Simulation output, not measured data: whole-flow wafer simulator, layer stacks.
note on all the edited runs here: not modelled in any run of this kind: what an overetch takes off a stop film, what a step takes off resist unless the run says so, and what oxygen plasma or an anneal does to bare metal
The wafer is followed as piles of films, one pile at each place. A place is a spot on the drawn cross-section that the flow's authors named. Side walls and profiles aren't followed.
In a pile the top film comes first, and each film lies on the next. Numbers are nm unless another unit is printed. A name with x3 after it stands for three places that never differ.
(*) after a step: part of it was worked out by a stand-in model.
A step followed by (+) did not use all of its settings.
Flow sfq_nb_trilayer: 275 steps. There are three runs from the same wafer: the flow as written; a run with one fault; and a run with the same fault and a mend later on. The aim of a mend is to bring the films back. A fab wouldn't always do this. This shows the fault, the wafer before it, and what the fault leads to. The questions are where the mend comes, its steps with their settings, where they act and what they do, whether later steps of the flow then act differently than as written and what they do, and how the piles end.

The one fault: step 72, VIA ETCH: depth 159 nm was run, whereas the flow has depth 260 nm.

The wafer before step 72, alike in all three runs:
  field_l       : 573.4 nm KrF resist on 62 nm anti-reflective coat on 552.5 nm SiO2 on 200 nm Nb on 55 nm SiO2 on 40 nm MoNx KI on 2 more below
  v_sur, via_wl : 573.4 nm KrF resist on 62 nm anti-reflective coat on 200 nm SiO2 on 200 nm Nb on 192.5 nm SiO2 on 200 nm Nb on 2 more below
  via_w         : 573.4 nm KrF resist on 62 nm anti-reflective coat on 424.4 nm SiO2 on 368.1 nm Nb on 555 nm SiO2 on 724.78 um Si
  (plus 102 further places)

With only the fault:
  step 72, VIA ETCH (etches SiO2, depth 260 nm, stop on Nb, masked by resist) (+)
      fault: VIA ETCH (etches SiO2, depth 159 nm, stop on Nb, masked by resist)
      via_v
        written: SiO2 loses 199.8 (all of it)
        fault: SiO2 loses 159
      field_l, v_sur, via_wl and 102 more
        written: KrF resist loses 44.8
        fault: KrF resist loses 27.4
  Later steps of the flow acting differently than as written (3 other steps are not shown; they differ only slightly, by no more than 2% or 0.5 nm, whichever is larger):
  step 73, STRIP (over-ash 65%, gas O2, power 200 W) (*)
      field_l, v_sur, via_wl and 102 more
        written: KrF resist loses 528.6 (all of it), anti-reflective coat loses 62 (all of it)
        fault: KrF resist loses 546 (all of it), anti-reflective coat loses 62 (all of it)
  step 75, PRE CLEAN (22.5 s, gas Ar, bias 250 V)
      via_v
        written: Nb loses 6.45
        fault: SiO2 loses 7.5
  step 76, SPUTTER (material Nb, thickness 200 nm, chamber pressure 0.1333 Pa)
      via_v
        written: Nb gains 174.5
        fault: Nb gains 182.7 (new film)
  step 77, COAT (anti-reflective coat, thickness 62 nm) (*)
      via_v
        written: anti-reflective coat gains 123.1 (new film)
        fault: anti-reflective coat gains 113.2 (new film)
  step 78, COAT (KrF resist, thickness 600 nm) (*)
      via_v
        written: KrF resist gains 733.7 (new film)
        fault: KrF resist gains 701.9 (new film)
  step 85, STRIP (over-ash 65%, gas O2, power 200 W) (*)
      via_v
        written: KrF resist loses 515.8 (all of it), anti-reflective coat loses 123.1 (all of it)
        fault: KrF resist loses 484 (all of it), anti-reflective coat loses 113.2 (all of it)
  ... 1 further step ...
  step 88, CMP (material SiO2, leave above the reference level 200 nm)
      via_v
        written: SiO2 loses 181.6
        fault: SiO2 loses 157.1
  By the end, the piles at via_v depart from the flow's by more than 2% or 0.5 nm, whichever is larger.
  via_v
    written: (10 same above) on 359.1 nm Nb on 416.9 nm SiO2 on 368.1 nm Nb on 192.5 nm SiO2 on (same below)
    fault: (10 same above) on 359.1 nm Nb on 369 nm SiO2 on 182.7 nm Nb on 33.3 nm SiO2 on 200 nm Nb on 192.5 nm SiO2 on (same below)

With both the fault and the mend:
  The mend follows step 72.
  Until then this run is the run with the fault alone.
  step 72a, VIA ETCH (etches SiO2, depth 101 nm, stop on Nb, masked by resist) (+) (the flow's step 72 again, with other settings)
      field_l, v_sur, via_wl and 102 more
        KrF resist loses 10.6
      via_v
        SiO2 loses 40.8 (all of it)
  None of the later steps of the flow differs from how it acts as written, at any place that is followed, by more than 2% or 0.5 nm, whichever is larger.
  By the end, the piles equal the flow's at every place that both follow.
